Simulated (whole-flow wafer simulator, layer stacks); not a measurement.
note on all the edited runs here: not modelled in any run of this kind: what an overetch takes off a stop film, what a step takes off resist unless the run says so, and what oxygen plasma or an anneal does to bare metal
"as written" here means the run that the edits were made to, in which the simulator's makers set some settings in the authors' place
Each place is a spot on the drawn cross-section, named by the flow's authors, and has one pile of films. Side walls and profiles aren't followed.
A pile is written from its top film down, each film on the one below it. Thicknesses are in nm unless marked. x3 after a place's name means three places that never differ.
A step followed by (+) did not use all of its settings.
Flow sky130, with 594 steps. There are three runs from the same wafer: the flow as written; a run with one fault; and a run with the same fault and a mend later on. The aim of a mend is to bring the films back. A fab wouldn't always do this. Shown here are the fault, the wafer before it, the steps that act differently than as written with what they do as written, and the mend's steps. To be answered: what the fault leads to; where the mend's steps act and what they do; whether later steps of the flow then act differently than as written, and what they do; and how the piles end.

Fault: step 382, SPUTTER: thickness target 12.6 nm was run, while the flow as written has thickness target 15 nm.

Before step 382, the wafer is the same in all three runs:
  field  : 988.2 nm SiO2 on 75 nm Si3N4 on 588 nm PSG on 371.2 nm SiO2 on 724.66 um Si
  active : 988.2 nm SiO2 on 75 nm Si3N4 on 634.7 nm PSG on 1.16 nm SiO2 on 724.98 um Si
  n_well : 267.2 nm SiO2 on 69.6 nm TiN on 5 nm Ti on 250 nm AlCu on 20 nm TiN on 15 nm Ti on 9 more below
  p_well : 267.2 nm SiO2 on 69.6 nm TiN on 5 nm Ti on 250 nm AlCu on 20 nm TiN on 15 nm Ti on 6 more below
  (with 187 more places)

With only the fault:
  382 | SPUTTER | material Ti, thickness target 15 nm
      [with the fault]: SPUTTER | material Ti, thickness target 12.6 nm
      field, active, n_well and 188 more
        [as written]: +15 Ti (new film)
        [with the fault]: +12.6 Ti (new film)
  Steps further on in the flow that do not act as written (13 other steps are not shown; they differ only slightly, by no more than 2% or 0.5 nm, whichever is larger):
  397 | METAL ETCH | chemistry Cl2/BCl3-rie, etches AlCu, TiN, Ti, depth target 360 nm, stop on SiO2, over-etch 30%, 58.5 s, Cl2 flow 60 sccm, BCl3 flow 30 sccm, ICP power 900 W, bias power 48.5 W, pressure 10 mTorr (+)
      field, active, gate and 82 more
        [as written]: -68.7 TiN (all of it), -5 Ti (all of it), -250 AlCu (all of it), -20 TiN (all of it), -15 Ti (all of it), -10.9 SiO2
        [with the fault]: -68.7 TiN (all of it), -5 Ti (all of it), -250 AlCu (all of it), -20 TiN (all of it), -12.6 Ti (all of it), -11.2 SiO2
  By the end, the piles at n_well, p_well, gate_hv and 103 more depart from the flow's by more than 2% or 0.5 nm, whichever is larger.
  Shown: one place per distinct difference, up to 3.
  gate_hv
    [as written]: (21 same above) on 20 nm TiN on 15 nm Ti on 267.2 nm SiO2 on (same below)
    [with the fault]: (21 same above) on 20 nm TiN on 12.6 nm Ti on 267.2 nm SiO2 on (same below)
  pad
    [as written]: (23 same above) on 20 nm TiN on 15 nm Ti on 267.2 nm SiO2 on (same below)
    [with the fault]: (23 same above) on 20 nm TiN on 12.6 nm Ti on 267.2 nm SiO2 on (same below)
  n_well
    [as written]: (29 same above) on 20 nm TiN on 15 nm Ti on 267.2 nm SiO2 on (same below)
    [with the fault]: (29 same above) on 20 nm TiN on 12.6 nm Ti on 267.2 nm SiO2 on (same below)

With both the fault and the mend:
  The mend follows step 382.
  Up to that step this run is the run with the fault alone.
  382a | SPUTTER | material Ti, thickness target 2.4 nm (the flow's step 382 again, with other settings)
      field, active, n_well and 188 more
        +2.4 Ti
  Later steps of the flow that are run all act as written at every place that is followed.
  At every place that both follow, the piles at the end match the flow's.
